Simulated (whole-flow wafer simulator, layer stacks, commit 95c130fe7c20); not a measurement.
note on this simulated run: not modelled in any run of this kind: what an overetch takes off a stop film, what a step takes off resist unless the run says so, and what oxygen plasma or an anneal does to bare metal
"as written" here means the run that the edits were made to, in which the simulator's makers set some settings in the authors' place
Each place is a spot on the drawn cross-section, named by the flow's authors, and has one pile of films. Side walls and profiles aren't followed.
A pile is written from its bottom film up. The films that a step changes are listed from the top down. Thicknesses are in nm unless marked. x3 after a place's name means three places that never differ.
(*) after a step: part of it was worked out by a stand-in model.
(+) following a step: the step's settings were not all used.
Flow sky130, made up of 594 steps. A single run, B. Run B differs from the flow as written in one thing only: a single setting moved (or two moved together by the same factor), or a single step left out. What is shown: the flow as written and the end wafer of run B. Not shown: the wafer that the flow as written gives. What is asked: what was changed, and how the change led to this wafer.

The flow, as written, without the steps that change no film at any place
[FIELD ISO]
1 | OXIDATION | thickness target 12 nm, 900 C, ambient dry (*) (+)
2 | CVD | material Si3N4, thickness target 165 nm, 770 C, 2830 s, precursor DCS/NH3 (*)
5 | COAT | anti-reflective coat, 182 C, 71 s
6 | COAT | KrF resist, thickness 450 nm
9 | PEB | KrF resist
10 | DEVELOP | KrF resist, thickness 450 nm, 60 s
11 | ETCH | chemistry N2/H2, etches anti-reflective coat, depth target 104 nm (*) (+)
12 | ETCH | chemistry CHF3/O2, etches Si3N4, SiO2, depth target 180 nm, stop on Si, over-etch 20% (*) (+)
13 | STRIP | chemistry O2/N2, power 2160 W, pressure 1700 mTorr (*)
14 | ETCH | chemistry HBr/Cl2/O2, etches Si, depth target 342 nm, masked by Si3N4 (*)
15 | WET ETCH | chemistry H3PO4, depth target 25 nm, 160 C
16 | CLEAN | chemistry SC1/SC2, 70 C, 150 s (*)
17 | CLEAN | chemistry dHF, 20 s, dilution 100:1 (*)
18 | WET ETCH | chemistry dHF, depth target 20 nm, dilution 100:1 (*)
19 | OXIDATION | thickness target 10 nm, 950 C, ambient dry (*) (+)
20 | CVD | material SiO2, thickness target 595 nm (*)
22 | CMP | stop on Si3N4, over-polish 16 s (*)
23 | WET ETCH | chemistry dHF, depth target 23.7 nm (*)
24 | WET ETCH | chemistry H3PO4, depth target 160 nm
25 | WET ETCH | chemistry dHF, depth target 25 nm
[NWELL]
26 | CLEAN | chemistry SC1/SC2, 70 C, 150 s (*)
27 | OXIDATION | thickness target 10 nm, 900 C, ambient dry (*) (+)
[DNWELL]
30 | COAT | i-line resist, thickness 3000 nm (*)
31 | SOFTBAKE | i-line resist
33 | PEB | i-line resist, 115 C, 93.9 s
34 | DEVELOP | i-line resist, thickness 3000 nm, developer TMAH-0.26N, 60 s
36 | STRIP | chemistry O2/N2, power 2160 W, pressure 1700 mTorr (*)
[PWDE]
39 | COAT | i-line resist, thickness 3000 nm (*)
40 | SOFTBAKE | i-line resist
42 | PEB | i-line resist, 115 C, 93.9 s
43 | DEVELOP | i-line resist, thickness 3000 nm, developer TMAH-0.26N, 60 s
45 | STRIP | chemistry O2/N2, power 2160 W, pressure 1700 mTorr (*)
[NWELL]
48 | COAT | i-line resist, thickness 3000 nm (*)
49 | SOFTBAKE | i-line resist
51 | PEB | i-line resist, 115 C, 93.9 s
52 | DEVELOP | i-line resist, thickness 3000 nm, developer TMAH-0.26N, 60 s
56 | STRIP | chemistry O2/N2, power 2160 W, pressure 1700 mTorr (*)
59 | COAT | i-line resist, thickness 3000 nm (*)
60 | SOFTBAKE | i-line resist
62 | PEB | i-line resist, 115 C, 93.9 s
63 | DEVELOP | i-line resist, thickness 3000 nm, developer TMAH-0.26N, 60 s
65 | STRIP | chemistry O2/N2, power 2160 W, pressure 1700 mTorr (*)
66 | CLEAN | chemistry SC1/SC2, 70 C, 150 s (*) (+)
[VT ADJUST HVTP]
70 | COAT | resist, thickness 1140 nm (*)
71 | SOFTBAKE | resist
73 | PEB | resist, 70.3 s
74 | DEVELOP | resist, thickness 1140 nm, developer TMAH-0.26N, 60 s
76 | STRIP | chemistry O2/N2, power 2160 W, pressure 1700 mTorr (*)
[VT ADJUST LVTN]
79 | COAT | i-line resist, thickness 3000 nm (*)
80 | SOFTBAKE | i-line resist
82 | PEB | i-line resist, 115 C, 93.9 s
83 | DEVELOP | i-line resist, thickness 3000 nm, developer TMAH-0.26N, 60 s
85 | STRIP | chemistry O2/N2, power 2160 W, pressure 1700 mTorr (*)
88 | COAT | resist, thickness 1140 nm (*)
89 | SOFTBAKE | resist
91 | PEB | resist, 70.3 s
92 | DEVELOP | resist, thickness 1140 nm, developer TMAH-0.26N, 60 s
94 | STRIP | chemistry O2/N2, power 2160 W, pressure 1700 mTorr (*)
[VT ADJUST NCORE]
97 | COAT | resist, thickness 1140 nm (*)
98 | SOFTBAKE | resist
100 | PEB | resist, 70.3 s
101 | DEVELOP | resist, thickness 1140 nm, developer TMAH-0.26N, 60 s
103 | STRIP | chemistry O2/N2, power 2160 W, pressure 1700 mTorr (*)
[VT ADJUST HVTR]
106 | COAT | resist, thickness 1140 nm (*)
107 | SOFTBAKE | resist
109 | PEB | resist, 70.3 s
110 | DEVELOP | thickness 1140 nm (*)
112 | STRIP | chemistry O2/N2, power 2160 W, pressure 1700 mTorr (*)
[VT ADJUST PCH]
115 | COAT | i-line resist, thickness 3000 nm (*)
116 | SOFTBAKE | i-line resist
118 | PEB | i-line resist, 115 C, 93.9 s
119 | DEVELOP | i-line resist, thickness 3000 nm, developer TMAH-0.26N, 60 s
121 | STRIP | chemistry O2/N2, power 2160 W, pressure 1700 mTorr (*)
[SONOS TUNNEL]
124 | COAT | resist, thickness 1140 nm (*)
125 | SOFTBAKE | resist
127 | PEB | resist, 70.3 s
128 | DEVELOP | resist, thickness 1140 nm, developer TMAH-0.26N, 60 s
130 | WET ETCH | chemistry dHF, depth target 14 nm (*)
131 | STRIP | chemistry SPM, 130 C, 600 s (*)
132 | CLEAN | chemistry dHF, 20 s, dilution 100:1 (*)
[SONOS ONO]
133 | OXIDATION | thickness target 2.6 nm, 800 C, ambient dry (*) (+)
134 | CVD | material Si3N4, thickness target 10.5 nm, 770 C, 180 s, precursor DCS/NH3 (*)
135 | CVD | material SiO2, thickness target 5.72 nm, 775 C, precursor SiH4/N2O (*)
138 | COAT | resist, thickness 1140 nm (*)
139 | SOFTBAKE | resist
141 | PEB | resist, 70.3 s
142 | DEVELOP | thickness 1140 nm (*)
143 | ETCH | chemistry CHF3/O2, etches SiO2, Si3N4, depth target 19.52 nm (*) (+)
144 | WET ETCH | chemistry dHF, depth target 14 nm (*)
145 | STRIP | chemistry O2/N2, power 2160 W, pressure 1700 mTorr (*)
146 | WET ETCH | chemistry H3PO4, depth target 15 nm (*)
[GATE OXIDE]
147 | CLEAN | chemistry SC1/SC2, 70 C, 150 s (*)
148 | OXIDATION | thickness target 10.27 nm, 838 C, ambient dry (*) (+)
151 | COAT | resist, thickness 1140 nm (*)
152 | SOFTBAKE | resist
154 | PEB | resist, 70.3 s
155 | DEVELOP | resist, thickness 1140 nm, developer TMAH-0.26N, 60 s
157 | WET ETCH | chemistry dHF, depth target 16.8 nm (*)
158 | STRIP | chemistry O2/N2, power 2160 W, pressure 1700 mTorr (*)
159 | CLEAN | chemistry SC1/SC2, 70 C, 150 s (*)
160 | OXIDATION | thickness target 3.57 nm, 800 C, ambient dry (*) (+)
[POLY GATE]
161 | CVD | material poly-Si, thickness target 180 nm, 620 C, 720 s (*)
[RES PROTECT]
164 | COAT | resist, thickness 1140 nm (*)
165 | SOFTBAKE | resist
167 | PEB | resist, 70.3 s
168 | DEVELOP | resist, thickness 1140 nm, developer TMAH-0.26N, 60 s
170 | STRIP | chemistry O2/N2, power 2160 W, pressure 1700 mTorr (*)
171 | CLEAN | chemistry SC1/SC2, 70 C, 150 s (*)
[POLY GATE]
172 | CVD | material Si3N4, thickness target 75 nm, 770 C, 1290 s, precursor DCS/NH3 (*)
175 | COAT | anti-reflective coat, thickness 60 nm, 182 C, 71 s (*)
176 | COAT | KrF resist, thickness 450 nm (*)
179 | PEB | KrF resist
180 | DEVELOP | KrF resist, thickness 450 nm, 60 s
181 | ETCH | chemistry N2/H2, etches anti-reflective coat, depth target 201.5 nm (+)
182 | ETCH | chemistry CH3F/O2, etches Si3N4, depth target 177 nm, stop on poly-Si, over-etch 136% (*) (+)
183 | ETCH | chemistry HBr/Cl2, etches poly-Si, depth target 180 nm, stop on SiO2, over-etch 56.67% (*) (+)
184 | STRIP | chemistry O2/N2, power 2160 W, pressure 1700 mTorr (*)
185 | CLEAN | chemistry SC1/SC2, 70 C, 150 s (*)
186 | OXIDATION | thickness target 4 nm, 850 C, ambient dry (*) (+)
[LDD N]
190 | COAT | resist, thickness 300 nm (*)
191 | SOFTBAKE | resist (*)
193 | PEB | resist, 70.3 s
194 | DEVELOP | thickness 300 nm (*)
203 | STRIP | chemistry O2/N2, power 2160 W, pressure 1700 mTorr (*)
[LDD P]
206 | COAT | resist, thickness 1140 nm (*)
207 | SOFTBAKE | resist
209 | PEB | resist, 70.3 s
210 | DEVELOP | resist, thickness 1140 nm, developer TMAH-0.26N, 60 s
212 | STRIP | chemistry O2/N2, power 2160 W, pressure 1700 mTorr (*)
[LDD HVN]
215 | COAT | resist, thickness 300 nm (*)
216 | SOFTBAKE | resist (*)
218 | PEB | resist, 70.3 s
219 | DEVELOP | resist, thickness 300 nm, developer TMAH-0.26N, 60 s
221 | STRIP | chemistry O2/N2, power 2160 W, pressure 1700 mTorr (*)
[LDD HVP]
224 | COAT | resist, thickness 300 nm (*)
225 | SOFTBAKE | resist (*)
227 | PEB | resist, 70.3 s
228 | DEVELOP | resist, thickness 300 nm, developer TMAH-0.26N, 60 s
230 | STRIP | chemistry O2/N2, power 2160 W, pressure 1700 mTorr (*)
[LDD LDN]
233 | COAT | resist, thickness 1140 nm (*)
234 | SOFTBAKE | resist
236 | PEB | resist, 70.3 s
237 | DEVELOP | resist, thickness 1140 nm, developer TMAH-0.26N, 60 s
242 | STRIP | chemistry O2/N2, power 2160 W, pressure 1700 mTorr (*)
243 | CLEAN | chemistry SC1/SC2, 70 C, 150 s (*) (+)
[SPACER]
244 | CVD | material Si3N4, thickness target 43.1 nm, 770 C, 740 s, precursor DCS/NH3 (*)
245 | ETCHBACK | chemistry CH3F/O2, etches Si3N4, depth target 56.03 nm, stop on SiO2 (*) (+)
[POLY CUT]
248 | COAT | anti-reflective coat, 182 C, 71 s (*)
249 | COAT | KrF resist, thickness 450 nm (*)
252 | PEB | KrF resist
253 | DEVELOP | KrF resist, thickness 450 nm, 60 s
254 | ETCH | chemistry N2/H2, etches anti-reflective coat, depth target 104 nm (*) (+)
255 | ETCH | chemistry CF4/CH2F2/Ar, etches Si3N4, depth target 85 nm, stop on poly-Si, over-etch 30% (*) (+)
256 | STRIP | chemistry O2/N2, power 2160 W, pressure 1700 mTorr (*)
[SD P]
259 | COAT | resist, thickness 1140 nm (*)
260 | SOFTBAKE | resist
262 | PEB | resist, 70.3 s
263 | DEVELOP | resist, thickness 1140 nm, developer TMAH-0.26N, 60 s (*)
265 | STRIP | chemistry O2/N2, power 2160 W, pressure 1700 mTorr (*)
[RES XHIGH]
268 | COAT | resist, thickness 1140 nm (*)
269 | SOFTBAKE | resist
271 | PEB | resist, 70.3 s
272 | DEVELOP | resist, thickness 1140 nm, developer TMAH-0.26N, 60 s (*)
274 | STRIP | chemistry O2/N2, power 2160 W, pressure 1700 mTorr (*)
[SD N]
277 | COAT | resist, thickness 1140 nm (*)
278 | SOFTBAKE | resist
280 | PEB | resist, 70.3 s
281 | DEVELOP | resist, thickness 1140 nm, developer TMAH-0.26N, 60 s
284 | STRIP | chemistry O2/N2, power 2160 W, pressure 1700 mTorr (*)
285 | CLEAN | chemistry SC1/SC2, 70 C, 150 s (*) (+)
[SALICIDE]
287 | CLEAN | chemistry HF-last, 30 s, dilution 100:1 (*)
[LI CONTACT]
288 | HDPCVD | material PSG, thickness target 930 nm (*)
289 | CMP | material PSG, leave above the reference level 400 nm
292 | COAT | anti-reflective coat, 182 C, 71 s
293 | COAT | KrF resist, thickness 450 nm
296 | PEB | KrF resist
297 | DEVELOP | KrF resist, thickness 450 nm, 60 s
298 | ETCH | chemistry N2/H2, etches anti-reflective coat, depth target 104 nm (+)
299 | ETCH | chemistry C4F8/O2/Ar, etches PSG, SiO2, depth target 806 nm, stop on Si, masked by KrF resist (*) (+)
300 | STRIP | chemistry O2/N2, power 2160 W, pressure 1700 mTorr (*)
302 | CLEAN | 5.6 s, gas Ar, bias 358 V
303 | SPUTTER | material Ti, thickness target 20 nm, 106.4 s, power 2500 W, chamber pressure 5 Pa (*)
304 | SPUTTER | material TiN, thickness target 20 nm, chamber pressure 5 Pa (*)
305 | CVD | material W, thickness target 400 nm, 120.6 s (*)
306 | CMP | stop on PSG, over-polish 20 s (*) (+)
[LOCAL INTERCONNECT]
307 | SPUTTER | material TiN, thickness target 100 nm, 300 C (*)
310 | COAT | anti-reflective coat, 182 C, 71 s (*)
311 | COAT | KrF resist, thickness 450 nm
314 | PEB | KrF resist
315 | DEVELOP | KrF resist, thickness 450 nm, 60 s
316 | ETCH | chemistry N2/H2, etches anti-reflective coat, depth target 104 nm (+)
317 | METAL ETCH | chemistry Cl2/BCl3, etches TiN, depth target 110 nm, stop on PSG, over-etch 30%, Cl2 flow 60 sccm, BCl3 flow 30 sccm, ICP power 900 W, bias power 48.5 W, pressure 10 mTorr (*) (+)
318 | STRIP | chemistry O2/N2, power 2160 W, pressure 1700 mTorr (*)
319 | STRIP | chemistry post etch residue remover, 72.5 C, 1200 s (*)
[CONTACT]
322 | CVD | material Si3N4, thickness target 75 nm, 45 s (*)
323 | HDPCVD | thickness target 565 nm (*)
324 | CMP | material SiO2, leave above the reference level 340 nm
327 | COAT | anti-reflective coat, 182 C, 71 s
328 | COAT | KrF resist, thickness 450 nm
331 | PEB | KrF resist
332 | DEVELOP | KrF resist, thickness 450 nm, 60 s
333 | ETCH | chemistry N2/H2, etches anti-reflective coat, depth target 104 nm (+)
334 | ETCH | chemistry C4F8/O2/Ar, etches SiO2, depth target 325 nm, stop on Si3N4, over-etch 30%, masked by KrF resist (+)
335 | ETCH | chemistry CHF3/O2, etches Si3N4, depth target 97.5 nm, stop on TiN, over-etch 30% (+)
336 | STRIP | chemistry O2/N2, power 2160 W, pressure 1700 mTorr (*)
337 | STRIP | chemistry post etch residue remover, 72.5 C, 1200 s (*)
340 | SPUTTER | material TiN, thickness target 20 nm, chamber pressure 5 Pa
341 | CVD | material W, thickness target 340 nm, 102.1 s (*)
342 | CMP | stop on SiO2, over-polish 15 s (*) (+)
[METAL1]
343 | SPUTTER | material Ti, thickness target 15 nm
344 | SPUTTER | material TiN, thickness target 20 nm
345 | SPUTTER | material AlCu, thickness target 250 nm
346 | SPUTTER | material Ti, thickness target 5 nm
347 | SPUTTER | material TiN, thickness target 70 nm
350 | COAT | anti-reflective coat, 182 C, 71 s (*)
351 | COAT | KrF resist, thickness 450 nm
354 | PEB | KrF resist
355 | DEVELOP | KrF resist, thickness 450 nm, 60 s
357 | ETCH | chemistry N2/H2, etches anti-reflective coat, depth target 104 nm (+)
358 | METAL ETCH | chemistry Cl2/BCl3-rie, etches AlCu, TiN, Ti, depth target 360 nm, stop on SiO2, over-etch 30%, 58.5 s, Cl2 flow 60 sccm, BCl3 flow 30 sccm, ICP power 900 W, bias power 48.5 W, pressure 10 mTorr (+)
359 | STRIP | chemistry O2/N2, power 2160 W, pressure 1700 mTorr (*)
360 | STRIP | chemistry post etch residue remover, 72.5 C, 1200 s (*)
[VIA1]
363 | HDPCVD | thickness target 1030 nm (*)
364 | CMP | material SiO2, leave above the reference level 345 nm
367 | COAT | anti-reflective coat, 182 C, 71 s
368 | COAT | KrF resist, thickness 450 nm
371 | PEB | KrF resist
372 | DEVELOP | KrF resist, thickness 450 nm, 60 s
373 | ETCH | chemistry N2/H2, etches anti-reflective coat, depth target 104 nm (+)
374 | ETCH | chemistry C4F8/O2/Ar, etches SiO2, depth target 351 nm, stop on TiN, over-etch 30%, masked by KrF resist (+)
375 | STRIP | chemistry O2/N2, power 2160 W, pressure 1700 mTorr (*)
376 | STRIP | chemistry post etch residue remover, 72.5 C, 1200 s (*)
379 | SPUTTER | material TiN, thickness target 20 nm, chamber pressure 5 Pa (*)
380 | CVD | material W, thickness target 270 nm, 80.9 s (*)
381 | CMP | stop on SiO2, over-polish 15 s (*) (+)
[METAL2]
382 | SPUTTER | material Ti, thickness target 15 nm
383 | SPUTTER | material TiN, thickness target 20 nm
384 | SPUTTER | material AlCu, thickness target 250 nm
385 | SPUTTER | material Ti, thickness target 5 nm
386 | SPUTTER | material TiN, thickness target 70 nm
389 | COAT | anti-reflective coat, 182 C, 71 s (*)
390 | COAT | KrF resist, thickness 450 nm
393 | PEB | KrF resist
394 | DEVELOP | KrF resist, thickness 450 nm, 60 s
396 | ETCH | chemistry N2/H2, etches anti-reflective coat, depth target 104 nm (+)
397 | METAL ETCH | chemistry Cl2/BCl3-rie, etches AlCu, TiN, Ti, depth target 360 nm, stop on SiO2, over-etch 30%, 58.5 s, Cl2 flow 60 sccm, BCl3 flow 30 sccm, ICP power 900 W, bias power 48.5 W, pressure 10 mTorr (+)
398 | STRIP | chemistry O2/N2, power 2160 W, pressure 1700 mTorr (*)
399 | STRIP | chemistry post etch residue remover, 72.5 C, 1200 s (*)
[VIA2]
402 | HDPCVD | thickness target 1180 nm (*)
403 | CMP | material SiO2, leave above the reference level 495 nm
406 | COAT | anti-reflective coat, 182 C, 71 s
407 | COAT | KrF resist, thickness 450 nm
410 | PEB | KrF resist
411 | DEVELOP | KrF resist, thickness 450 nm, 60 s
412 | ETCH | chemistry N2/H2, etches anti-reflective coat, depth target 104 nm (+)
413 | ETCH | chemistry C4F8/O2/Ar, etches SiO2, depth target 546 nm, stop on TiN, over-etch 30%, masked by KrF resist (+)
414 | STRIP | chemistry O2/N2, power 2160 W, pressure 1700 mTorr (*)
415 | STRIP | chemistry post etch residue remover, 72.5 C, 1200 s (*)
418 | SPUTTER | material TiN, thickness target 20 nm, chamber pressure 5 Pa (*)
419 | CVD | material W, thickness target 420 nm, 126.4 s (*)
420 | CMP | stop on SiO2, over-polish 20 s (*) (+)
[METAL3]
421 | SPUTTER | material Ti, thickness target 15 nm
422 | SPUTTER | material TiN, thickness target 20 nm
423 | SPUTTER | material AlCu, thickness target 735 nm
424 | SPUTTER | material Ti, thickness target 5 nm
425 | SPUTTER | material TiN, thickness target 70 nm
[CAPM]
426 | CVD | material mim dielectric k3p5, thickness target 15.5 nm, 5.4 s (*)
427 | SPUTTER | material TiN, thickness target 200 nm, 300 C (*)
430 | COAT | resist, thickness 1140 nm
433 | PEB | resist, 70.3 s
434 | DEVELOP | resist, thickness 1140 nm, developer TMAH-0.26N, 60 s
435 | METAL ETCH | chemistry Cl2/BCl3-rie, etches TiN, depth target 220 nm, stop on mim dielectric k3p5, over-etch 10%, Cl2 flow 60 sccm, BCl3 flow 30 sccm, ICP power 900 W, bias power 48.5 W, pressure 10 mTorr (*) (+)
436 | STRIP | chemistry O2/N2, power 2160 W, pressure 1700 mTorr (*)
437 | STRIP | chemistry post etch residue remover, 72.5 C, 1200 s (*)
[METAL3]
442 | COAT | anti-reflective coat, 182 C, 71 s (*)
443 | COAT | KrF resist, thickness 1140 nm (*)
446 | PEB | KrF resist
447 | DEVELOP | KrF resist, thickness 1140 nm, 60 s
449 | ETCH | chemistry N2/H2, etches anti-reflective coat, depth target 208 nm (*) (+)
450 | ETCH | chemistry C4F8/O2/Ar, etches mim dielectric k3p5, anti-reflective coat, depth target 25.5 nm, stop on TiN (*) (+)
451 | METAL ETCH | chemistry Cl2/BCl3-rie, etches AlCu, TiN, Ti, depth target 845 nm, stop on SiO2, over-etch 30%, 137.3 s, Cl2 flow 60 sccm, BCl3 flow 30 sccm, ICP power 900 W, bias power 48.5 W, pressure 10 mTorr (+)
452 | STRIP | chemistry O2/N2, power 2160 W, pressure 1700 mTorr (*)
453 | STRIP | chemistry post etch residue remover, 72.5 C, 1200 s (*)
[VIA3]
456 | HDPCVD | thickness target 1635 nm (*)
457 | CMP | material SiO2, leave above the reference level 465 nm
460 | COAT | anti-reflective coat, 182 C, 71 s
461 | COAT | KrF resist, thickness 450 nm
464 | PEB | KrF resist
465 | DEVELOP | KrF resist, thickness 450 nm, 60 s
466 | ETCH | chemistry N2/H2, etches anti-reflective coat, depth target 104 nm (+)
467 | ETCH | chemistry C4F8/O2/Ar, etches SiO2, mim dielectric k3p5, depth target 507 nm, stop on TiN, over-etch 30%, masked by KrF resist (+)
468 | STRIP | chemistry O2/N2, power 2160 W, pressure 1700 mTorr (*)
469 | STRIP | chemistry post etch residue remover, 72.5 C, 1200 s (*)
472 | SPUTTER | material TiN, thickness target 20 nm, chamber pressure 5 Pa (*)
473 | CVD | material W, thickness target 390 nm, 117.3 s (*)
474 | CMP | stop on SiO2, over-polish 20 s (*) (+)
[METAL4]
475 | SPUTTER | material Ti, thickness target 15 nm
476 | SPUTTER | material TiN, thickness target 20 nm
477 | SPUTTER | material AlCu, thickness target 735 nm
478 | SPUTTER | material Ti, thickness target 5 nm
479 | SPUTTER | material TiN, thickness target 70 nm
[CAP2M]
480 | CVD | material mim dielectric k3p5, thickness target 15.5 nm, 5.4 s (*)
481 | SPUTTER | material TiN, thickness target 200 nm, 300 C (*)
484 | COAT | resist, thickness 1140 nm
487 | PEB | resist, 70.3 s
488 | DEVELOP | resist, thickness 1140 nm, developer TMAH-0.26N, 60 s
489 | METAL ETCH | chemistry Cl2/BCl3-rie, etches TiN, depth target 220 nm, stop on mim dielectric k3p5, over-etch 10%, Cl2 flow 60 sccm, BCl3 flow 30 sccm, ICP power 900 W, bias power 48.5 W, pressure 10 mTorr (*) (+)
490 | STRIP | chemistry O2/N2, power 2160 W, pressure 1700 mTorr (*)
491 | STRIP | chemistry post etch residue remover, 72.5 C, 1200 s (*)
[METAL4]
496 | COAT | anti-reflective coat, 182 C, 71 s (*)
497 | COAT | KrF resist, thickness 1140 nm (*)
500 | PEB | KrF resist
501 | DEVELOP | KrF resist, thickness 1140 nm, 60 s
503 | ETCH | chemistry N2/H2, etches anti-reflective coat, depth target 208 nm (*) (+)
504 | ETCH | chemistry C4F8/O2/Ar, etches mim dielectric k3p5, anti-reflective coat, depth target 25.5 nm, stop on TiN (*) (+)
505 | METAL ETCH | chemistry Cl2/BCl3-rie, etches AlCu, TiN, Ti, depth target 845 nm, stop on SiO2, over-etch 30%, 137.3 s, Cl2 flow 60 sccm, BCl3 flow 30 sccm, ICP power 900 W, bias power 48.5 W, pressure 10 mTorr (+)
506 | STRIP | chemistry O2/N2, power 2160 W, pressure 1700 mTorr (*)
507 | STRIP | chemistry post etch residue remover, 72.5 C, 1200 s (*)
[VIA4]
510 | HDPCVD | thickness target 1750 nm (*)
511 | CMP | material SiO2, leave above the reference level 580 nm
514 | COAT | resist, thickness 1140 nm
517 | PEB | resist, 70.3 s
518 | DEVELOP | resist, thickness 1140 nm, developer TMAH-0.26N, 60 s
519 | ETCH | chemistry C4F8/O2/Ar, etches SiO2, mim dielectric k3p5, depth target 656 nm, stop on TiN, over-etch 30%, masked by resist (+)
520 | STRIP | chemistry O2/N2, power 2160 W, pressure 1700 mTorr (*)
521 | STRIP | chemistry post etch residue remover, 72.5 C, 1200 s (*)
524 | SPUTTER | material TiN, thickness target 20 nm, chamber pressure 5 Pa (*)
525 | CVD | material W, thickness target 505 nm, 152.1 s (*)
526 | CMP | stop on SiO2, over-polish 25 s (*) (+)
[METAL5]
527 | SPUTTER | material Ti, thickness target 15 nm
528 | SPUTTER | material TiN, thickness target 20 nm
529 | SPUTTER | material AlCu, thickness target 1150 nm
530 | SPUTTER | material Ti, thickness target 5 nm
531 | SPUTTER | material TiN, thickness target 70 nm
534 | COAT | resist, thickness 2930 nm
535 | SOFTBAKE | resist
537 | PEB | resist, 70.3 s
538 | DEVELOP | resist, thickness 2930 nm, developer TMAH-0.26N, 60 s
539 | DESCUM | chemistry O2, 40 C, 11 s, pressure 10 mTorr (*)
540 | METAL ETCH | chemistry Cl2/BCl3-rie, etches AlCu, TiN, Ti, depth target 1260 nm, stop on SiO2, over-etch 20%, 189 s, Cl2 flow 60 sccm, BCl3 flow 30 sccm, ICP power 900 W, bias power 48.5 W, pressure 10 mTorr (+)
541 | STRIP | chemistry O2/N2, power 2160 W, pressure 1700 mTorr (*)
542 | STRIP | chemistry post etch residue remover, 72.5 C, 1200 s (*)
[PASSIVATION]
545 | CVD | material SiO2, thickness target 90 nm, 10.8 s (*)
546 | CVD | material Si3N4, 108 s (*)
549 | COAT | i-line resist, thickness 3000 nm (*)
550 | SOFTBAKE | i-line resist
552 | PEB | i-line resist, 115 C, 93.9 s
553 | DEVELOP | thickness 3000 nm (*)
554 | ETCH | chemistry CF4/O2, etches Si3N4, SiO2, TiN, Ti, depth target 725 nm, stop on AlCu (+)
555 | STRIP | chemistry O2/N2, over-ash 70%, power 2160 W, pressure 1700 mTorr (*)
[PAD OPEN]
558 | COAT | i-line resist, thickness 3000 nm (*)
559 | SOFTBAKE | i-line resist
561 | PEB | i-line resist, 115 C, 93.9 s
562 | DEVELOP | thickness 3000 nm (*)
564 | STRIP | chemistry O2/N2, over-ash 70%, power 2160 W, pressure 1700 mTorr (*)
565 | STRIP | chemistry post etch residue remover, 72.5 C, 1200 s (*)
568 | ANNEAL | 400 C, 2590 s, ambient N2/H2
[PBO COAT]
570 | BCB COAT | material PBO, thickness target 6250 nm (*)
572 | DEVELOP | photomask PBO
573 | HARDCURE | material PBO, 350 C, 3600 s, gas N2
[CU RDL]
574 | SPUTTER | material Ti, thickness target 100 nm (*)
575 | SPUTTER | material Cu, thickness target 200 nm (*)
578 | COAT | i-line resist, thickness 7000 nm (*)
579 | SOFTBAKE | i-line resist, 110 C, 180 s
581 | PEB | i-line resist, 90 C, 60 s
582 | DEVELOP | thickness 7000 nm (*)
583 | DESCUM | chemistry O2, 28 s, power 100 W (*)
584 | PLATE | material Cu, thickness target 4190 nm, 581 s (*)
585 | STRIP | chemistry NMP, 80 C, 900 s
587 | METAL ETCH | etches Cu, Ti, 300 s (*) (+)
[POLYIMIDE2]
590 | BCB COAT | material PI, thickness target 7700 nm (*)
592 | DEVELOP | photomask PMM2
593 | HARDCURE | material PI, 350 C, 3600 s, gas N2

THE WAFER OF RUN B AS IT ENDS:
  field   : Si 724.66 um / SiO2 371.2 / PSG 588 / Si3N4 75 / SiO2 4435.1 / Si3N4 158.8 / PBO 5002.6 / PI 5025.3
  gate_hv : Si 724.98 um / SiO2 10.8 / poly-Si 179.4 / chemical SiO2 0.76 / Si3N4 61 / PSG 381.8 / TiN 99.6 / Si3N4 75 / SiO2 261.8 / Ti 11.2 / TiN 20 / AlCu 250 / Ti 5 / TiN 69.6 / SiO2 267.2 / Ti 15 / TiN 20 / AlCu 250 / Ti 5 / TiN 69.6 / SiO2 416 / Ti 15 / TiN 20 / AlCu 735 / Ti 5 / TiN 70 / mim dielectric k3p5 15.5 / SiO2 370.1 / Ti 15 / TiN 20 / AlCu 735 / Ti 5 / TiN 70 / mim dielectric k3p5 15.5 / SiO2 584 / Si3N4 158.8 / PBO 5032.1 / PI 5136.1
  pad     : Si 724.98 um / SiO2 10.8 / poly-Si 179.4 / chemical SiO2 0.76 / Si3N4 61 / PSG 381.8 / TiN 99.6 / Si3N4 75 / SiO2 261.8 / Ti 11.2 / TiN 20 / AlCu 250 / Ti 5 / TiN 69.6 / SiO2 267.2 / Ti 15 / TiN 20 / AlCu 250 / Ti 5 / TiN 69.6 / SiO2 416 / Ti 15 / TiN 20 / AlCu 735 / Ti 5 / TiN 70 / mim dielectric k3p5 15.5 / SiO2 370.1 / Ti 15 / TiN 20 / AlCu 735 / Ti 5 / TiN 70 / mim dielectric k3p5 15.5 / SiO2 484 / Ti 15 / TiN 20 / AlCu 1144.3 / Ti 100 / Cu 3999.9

What caused this: step 343, SPUTTER: thickness target 11.2 nm was run, whereas the flow has thickness target 15 nm.
The wafer lets one read it off: gate_hv has Ti 11.2, and step 343 as written asks for 15 nm.

How this came from the change, step by step:
  343 | SPUTTER | material Ti, thickness target 15 nm
      field, active, n_well and 188 more: Ti gains 11.2 (new film) (it would be, as written: Ti gains 15 (new film))
  358 | METAL ETCH | chemistry Cl2/BCl3-rie, etches AlCu, TiN, Ti, depth target 360 nm, stop on SiO2, over-etch 30%, 58.5 s, Cl2 flow 60 sccm, BCl3 flow 30 sccm, ICP power 900 W, bias power 48.5 W, pressure 10 mTorr (+)
      field, active, gate and 81 more: TiN loses 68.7 (all of it), Ti loses 5 (all of it), AlCu loses 250 (all of it), TiN loses 20 (all of it), Ti loses 11.2 (all of it), SiO2 loses 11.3 (it would be, as written: TiN loses 68.7 (all of it), Ti loses 5 (all of it), AlCu loses 250 (all of it), TiN loses 20 (all of it), Ti loses 15 (all of it), SiO2 loses 10.9)
